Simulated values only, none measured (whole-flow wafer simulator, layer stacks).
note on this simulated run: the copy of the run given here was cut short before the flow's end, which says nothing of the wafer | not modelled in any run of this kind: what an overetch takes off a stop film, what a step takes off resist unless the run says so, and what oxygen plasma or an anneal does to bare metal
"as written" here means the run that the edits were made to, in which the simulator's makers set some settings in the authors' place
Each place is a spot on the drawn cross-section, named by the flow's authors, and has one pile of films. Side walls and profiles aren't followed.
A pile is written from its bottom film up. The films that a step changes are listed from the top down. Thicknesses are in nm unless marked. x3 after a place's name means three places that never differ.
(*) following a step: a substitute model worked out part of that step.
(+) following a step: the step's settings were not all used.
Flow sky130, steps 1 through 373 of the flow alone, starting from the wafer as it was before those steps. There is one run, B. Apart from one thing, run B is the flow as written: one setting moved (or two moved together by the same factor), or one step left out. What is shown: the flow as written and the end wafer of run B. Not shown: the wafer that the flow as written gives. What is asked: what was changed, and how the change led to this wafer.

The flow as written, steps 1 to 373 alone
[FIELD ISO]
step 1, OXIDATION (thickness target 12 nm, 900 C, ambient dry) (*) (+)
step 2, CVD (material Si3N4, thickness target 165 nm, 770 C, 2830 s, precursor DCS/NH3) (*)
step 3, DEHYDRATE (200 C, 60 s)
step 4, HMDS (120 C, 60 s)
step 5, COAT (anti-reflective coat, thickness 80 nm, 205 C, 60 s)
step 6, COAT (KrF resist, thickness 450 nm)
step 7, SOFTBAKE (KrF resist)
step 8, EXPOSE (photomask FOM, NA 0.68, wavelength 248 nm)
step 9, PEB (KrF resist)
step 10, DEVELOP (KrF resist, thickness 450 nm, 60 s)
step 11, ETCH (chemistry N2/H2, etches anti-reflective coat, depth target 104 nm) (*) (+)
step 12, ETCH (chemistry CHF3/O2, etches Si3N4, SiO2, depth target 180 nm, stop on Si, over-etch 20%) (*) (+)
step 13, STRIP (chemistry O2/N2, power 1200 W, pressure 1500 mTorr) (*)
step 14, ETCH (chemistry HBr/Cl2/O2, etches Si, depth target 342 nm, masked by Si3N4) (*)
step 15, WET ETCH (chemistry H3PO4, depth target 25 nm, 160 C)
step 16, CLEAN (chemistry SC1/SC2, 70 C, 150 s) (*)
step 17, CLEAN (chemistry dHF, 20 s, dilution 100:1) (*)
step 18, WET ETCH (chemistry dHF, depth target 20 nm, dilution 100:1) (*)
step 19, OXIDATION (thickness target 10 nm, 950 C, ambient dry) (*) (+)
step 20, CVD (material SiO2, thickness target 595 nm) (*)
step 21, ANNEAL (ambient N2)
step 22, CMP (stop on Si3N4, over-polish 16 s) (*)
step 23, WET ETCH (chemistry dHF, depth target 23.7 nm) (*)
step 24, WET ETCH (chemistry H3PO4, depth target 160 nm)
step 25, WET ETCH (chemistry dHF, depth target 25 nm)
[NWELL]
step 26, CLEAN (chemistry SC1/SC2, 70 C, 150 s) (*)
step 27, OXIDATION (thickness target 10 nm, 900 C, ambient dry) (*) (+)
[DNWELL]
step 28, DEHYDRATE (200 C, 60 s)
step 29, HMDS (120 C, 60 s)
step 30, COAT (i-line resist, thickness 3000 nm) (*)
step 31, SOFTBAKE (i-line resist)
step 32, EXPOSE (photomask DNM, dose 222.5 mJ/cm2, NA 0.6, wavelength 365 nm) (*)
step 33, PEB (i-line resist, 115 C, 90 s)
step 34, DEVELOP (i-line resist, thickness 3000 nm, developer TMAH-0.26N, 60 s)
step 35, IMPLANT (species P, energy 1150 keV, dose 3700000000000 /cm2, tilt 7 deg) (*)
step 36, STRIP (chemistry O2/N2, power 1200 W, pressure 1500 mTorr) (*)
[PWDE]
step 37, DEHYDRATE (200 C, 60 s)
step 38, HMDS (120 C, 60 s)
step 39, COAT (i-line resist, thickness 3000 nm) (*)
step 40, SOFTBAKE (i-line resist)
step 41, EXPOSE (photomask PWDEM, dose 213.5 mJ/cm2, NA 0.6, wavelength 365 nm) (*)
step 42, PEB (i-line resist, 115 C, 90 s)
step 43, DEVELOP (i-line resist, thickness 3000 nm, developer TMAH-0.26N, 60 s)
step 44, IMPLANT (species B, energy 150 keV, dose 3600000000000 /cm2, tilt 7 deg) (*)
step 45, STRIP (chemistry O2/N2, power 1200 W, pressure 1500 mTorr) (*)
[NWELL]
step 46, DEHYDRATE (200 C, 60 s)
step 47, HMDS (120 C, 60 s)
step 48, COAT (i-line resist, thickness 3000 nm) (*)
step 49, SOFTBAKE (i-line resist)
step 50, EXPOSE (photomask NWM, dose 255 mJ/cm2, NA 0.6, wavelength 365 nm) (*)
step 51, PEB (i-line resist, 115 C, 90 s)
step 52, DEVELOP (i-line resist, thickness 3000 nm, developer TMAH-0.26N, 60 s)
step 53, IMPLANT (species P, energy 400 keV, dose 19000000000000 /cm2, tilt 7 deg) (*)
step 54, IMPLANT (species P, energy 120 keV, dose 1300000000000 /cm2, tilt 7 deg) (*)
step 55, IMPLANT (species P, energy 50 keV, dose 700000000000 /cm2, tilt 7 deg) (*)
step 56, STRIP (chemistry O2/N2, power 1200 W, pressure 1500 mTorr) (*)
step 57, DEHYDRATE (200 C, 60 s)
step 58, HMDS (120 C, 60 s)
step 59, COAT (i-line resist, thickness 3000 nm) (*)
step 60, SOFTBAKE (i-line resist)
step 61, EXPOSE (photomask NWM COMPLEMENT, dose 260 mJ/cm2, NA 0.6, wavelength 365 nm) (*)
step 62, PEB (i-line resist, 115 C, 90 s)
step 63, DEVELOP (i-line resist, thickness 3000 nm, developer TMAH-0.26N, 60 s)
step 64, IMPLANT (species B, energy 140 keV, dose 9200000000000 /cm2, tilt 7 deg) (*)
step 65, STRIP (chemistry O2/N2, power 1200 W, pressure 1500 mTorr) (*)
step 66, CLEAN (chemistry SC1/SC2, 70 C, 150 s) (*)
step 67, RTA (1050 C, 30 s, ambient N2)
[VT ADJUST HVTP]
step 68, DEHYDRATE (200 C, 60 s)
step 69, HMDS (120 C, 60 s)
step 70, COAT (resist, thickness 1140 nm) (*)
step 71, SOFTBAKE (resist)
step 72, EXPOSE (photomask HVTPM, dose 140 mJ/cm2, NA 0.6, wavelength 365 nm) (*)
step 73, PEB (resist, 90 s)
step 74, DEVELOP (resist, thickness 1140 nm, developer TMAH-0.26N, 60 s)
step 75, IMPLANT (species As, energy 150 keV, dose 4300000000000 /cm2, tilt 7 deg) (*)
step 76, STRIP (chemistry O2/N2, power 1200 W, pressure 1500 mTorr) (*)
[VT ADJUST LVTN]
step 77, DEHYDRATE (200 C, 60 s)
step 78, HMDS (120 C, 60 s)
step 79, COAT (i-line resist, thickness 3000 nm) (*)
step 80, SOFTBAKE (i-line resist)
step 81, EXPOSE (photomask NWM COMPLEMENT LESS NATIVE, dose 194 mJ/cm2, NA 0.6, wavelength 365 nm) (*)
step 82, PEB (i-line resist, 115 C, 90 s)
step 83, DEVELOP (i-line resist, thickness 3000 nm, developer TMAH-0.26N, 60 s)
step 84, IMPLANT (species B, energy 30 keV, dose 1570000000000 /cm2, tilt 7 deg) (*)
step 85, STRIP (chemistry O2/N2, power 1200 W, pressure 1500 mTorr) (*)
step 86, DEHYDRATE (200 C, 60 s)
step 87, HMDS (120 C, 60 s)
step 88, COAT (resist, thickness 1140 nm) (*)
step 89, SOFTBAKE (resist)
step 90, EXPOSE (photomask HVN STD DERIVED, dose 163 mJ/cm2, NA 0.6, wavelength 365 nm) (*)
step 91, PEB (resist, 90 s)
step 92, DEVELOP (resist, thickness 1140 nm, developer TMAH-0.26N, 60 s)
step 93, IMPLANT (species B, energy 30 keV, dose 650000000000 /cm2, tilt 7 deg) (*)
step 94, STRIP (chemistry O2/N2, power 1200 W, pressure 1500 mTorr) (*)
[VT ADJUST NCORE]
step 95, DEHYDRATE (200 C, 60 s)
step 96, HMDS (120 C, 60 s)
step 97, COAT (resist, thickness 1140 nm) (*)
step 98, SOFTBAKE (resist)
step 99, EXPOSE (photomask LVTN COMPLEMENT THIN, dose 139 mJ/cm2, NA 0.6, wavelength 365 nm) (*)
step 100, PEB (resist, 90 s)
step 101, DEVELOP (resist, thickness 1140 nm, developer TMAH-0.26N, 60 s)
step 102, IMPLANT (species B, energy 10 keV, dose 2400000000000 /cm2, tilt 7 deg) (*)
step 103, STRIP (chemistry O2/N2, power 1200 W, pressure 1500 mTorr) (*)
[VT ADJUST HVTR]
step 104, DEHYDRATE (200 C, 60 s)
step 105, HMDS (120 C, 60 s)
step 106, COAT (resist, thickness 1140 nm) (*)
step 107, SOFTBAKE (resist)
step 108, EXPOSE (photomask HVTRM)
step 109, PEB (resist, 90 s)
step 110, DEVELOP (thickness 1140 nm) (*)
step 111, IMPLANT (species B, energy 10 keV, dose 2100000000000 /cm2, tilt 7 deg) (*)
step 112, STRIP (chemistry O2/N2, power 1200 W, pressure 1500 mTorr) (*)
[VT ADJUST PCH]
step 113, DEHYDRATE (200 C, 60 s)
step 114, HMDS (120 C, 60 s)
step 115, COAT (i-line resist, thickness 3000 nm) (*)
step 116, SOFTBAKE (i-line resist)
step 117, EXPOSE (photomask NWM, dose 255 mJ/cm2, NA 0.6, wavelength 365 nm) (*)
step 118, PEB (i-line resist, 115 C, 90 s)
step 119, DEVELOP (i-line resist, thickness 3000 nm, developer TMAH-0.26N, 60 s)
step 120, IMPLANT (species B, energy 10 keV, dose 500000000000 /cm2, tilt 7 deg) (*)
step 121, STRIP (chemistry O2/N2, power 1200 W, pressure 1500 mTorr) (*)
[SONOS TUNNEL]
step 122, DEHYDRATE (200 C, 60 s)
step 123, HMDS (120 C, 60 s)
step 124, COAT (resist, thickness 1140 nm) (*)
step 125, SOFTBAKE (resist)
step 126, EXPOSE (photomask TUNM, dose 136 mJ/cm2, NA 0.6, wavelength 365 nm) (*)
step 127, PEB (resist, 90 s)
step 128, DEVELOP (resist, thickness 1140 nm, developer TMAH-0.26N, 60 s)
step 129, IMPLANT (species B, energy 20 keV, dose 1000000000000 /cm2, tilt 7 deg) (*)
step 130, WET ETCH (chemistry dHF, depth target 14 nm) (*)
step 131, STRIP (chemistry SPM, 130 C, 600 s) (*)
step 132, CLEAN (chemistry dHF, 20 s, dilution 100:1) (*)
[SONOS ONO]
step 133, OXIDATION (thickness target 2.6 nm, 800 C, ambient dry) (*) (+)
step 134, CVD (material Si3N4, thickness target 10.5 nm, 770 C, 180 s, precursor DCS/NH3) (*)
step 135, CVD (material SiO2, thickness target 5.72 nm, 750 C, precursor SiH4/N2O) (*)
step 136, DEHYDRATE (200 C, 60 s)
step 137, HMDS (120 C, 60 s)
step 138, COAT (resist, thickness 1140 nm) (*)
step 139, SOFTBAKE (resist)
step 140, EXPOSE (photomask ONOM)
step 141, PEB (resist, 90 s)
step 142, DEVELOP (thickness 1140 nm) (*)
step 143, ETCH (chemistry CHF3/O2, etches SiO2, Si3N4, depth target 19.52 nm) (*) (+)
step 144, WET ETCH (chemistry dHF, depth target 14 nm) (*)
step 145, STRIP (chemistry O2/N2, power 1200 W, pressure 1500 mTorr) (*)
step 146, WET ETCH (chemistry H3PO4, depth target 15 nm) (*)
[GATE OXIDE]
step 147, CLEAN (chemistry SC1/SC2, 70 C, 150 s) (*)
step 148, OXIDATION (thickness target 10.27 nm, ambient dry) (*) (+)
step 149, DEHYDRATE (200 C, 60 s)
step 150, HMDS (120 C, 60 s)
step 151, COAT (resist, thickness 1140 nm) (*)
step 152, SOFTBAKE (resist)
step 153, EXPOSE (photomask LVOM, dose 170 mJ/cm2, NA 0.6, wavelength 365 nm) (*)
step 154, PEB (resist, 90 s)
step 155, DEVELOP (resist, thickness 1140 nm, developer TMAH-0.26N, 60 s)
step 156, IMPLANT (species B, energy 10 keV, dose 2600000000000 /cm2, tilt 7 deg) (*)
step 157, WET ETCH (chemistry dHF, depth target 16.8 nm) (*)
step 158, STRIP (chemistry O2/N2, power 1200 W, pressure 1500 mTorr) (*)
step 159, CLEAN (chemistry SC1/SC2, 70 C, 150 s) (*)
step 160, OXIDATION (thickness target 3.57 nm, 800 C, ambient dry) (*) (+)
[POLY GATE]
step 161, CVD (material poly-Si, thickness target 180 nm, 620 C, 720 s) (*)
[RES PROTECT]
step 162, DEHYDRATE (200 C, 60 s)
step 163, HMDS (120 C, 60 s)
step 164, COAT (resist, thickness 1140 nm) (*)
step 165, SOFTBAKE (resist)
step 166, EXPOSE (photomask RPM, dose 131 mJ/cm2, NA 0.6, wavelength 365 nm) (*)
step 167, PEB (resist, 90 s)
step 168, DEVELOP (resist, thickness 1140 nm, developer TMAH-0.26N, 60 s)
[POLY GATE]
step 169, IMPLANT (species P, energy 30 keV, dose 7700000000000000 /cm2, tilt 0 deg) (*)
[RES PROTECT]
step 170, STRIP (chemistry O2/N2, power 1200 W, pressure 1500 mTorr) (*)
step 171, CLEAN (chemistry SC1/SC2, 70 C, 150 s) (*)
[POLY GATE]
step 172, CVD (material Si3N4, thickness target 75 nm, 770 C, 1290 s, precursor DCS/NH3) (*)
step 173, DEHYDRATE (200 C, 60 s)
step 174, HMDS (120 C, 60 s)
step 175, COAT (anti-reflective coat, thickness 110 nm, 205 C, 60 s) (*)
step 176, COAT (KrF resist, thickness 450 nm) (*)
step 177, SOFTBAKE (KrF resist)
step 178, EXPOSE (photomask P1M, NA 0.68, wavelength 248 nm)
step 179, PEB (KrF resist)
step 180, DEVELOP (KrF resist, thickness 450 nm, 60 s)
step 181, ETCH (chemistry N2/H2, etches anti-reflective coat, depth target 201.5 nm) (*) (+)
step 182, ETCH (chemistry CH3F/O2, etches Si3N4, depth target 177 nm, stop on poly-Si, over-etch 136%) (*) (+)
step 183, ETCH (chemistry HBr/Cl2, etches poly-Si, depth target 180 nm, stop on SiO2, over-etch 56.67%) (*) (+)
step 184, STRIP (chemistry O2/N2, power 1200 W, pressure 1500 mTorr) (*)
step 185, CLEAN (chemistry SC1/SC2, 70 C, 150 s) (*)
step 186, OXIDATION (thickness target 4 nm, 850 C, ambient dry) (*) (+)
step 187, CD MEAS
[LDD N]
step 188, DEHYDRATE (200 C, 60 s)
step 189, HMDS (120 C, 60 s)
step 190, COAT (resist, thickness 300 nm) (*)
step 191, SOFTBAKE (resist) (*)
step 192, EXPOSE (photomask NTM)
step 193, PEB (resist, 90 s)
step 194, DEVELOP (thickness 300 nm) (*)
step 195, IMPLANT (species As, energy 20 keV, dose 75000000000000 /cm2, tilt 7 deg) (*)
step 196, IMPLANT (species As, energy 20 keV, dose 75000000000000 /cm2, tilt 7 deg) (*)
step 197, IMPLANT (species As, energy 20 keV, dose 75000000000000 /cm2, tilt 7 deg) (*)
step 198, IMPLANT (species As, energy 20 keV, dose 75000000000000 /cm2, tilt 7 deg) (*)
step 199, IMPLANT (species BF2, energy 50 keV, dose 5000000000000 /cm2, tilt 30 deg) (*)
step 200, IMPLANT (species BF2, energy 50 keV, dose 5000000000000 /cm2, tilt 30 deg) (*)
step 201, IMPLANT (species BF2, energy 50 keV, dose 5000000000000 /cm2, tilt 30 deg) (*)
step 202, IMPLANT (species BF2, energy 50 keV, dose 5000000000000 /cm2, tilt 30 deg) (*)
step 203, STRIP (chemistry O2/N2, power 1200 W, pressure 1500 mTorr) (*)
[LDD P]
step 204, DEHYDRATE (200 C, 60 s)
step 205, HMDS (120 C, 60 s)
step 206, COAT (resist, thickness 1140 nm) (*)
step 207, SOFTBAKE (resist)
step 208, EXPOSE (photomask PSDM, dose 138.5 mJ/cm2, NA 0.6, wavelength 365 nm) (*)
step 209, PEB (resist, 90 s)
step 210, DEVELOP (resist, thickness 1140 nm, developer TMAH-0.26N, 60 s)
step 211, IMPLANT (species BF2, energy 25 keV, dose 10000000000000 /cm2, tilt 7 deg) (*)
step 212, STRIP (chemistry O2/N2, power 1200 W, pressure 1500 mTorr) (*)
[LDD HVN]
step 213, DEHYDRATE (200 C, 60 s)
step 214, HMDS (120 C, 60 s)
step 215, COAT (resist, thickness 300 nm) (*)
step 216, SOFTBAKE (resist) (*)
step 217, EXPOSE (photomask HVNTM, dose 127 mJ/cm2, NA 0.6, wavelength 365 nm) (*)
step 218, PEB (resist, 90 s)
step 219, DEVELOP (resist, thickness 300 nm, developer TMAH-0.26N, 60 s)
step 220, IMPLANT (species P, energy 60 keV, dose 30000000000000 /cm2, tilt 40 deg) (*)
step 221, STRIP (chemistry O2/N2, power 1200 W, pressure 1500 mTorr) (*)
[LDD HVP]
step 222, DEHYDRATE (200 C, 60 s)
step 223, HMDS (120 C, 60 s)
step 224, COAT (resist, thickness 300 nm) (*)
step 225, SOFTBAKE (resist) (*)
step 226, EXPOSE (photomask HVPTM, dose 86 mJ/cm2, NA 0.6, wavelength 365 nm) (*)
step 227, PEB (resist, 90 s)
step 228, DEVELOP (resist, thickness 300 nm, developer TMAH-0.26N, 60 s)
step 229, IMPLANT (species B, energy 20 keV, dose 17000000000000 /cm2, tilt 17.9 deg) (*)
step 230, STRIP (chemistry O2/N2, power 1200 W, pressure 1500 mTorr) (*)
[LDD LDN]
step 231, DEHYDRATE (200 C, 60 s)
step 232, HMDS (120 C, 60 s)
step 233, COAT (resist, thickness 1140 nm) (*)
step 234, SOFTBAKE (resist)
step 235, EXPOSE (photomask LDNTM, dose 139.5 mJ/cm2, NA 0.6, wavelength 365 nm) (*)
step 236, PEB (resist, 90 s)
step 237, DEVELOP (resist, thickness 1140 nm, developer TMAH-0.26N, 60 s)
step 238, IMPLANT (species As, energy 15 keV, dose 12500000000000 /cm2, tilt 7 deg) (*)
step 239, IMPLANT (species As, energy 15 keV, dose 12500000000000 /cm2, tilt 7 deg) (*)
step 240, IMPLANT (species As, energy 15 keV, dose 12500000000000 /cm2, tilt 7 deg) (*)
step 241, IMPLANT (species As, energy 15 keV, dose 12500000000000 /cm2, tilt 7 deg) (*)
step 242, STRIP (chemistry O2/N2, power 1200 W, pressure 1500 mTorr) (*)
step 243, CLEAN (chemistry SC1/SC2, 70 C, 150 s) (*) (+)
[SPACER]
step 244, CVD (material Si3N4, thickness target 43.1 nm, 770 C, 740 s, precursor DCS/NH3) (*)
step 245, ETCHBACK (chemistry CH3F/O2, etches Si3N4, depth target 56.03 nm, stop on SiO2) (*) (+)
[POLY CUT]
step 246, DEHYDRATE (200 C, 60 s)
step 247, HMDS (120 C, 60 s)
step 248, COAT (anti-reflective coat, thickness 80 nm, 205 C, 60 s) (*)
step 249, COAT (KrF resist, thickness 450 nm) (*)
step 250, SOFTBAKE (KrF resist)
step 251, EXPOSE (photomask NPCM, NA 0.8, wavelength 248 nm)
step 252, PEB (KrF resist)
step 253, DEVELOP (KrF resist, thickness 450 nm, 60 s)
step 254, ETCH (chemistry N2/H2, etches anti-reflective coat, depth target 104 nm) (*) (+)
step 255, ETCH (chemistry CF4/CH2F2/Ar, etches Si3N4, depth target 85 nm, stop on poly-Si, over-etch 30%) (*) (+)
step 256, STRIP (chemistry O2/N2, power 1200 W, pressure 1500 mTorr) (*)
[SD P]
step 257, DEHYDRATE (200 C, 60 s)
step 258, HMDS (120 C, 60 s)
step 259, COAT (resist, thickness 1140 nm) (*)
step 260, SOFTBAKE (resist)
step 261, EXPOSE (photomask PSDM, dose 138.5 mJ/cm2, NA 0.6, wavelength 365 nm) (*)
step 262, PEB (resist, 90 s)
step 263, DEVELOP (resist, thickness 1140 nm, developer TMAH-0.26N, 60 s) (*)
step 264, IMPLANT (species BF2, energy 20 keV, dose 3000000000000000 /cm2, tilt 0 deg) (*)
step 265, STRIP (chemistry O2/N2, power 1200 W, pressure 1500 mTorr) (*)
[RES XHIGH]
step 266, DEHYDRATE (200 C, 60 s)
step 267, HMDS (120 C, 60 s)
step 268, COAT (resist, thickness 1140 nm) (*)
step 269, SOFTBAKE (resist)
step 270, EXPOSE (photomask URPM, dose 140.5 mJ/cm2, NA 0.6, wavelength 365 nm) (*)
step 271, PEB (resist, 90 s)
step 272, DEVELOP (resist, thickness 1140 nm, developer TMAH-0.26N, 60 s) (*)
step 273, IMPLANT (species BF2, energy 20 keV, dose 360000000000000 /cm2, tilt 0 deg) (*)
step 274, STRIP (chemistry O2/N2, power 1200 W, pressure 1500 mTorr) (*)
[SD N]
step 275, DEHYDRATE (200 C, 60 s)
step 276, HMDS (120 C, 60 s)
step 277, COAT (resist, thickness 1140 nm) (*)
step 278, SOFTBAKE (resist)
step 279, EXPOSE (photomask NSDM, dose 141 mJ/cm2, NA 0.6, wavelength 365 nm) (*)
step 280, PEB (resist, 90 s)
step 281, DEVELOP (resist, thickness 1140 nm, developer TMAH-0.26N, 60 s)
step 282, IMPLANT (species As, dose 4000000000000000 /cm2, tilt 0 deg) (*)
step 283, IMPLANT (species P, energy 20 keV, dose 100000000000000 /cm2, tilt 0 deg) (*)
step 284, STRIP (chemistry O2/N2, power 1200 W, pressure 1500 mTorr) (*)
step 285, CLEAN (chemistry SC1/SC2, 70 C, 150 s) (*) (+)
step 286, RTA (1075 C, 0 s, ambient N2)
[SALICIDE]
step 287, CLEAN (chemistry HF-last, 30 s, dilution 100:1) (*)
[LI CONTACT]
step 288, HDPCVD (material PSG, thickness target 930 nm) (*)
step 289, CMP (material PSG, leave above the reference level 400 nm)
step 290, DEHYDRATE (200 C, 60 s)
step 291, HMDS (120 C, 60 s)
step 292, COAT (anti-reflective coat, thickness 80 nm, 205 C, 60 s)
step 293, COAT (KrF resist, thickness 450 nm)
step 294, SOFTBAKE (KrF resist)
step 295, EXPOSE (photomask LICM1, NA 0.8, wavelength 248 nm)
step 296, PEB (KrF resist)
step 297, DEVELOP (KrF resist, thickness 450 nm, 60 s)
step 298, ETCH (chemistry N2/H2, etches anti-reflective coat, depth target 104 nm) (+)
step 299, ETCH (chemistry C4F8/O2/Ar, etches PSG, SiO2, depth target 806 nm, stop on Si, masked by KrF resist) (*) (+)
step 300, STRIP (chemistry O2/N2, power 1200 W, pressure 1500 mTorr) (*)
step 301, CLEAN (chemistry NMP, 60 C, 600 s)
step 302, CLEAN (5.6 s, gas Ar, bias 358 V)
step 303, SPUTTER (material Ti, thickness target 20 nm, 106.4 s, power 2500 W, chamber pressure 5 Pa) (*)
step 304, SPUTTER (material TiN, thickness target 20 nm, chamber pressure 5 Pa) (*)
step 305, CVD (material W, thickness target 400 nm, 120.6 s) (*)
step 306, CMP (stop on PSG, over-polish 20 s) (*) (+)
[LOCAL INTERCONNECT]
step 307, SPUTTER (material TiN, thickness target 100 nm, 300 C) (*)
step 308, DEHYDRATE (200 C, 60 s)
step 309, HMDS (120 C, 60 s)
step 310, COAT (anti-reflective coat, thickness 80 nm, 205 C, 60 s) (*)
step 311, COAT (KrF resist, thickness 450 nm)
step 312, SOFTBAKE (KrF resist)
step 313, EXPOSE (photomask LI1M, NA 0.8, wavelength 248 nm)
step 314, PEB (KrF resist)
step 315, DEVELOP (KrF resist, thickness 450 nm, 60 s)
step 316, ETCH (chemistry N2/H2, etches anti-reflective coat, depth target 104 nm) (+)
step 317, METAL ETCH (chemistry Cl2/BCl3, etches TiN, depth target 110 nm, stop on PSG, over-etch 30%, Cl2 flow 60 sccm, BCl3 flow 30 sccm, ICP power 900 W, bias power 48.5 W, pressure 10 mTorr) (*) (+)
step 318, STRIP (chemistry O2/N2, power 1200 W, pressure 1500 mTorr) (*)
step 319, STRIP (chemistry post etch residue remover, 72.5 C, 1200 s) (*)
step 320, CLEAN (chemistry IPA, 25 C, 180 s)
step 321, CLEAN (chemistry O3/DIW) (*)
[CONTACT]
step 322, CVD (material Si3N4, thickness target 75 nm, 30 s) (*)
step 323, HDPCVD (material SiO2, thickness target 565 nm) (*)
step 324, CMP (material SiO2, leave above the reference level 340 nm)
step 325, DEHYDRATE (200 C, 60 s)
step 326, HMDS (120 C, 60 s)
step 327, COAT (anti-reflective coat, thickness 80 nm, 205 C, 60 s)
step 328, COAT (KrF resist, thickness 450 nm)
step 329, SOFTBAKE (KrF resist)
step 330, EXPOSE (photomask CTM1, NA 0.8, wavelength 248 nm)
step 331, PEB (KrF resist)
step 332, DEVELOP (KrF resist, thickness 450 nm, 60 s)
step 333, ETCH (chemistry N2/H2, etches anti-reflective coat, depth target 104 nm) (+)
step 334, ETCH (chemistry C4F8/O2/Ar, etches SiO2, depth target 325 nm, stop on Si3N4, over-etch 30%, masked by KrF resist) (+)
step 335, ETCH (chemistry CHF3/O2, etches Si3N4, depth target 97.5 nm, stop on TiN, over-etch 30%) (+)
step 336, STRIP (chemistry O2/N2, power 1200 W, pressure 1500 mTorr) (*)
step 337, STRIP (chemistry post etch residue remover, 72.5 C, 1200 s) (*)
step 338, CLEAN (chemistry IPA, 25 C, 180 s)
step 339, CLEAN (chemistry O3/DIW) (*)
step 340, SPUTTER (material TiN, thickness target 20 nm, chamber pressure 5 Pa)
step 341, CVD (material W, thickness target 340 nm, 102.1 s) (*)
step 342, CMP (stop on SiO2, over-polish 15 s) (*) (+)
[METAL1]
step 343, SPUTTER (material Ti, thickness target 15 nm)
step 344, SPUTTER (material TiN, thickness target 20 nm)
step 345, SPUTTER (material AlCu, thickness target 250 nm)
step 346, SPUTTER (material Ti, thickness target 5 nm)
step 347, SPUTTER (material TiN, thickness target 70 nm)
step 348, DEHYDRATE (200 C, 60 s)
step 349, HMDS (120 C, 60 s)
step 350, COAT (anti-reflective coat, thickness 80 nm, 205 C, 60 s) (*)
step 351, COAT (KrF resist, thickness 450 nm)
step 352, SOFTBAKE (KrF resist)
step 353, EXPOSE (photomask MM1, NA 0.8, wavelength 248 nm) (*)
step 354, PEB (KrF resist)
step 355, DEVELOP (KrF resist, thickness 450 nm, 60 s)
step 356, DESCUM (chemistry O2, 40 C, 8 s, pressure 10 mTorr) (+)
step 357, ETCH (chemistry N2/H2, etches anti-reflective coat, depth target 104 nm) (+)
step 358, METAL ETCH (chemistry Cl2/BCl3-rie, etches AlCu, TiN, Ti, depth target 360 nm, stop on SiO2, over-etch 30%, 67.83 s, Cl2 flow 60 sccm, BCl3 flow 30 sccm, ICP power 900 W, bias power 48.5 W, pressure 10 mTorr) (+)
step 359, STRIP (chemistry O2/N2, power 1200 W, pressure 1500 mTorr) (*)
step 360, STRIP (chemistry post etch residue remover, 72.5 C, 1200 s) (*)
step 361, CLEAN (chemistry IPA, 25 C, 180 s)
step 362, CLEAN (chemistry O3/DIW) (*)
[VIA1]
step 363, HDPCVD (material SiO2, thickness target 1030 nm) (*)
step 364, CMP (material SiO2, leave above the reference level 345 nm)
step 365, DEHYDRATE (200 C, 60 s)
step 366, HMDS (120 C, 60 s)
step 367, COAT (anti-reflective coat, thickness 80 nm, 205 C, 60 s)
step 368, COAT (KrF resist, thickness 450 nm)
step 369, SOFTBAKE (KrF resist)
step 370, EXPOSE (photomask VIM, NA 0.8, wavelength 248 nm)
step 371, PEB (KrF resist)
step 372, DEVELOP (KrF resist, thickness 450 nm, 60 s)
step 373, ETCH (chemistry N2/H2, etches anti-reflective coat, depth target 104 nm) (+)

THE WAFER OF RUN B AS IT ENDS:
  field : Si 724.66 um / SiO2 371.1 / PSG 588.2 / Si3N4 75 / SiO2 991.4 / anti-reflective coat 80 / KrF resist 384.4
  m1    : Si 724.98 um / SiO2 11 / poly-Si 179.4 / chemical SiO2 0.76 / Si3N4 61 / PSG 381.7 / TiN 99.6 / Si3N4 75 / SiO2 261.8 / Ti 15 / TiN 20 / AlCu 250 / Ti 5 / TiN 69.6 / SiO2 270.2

The reason: step 373, ETCH: depth target 87.8 nm was run, whereas the flow has depth target 104 nm.

Step by step, how the change led to this:
  step 373, ETCH (chemistry N2/H2, etches anti-reflective coat, depth target 104 nm) (+)
      field, active, n_well and 186 more: -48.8 KrF resist (as written it would have been: -57.8 KrF resist)
